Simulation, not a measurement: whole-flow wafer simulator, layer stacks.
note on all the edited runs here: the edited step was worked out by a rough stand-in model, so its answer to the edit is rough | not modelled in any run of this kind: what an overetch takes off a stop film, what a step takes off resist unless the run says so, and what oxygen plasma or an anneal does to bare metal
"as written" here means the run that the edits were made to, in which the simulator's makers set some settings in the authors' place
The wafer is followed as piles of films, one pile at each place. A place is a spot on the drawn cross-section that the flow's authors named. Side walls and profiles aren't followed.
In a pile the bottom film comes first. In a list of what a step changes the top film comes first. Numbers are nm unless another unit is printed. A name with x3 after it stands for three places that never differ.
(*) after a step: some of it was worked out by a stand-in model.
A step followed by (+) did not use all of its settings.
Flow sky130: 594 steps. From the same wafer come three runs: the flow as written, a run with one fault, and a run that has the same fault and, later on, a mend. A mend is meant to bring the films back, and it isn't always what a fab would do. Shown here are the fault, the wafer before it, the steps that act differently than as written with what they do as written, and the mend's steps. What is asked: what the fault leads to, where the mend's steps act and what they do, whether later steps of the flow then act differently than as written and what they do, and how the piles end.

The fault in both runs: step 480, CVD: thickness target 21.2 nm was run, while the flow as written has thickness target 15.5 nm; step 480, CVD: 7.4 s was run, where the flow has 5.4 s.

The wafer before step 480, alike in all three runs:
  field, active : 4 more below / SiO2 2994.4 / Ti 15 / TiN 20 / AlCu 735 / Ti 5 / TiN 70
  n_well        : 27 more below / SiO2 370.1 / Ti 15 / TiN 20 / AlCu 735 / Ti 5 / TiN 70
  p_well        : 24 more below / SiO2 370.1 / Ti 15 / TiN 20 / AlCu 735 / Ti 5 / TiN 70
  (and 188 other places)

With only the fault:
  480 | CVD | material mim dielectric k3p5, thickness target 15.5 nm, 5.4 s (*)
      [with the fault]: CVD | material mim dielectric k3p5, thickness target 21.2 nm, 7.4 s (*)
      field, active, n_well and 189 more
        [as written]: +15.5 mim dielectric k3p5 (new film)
        [with the fault]: +21.2 mim dielectric k3p5 (new film)
  Steps further on in the flow that do not act as written (not shown: 6 more steps that differ only slightly, by at most 2% or 0.5 nm, whichever is larger):
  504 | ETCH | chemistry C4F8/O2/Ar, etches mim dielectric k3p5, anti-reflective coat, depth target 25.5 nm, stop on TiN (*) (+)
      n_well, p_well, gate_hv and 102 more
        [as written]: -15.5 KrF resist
        [with the fault]: -17 KrF resist
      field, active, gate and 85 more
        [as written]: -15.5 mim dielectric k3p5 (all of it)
        [with the fault]: -21.2 mim dielectric k3p5 (all of it)
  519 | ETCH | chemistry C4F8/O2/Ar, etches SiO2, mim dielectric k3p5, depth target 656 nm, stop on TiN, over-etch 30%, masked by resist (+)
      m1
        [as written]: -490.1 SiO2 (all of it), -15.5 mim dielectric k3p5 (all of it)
        [with the fault]: -484.4 SiO2 (all of it), -21.2 mim dielectric k3p5 (all of it)
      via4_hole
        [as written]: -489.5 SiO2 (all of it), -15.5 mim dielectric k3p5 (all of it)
        [with the fault]: -483.8 SiO2 (all of it), -21.2 mim dielectric k3p5 (all of it)
  By the end, the piles at n_well, p_well, gate_hv and 100 more depart from the flow's by more than 2% or 0.5 nm, whichever is larger.
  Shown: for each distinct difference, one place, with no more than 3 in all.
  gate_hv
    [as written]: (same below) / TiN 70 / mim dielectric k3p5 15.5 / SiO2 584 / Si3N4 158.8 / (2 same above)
    [with the fault]: (same below) / TiN 70 / mim dielectric k3p5 21.2 / SiO2 578.3 / Si3N4 158.8 / (2 same above)
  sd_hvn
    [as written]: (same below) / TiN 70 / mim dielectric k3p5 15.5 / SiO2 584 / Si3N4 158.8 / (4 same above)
    [with the fault]: (same below) / TiN 70 / mim dielectric k3p5 21.2 / SiO2 578.3 / Si3N4 158.8 / (4 same above)
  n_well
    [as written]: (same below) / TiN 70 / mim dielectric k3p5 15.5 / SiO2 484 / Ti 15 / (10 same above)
    [with the fault]: (same below) / TiN 70 / mim dielectric k3p5 21.2 / SiO2 478.3 / Ti 15 / (10 same above)

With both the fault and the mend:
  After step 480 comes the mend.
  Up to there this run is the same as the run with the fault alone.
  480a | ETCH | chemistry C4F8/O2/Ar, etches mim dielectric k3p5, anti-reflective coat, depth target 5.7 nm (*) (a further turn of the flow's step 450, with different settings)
      field, active, n_well and 189 more
        -5.7 mim dielectric k3p5
  Every later step of the flow that is run acts as written at every place that is followed.
  By the end, the piles equal the flow's at every place that both follow.
